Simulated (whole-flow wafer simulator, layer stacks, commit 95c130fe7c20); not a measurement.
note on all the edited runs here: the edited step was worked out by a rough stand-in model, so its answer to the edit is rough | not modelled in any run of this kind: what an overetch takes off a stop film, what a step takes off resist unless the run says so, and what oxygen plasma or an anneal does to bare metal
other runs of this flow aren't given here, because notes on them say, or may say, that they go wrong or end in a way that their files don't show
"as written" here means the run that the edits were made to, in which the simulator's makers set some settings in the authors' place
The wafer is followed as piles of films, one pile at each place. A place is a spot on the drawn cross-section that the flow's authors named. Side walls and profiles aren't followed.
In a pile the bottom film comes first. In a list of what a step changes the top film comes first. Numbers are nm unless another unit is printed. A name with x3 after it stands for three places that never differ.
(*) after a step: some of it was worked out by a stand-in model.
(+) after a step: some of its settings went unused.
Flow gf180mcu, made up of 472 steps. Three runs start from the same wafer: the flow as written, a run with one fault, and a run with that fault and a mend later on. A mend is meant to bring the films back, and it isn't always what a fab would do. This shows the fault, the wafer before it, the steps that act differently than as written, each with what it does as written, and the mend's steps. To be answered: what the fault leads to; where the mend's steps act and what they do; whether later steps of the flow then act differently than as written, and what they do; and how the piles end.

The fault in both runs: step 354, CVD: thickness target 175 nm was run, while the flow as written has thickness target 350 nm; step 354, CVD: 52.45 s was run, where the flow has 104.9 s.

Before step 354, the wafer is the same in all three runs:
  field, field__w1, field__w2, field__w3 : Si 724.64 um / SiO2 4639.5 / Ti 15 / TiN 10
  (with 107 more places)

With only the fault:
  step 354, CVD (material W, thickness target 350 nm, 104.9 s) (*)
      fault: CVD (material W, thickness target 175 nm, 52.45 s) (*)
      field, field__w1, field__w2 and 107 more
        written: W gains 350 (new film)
        fault: W gains 176.5 (new film)
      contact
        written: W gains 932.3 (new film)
        fault: W gains 758.8 (new film)
  Later steps of the flow acting differently than as written:
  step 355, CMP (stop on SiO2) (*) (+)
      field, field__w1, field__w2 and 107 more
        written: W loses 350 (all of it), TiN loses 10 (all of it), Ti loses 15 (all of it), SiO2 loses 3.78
        fault: W loses 176.5 (all of it), TiN loses 10 (all of it), Ti loses 15 (all of it), SiO2 loses 2.03
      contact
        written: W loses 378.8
        fault: W loses 203.5
  The piles end only slightly different from the flow's at the places that both follow, by no more than 2% or 0.5 nm, whichever is larger.

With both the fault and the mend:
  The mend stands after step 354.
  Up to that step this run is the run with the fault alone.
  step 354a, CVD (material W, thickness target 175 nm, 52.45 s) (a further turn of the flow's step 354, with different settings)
      field, field__w1, field__w2 and 108 more
        W gains 176.5
  Every later step of the flow that is run acts as written, at every place that is followed, to within 2% or 0.5 nm, whichever is larger.
  The piles end only slightly different from the flow's at the places that both follow, by no more than 2% or 0.5 nm, whichever is larger.
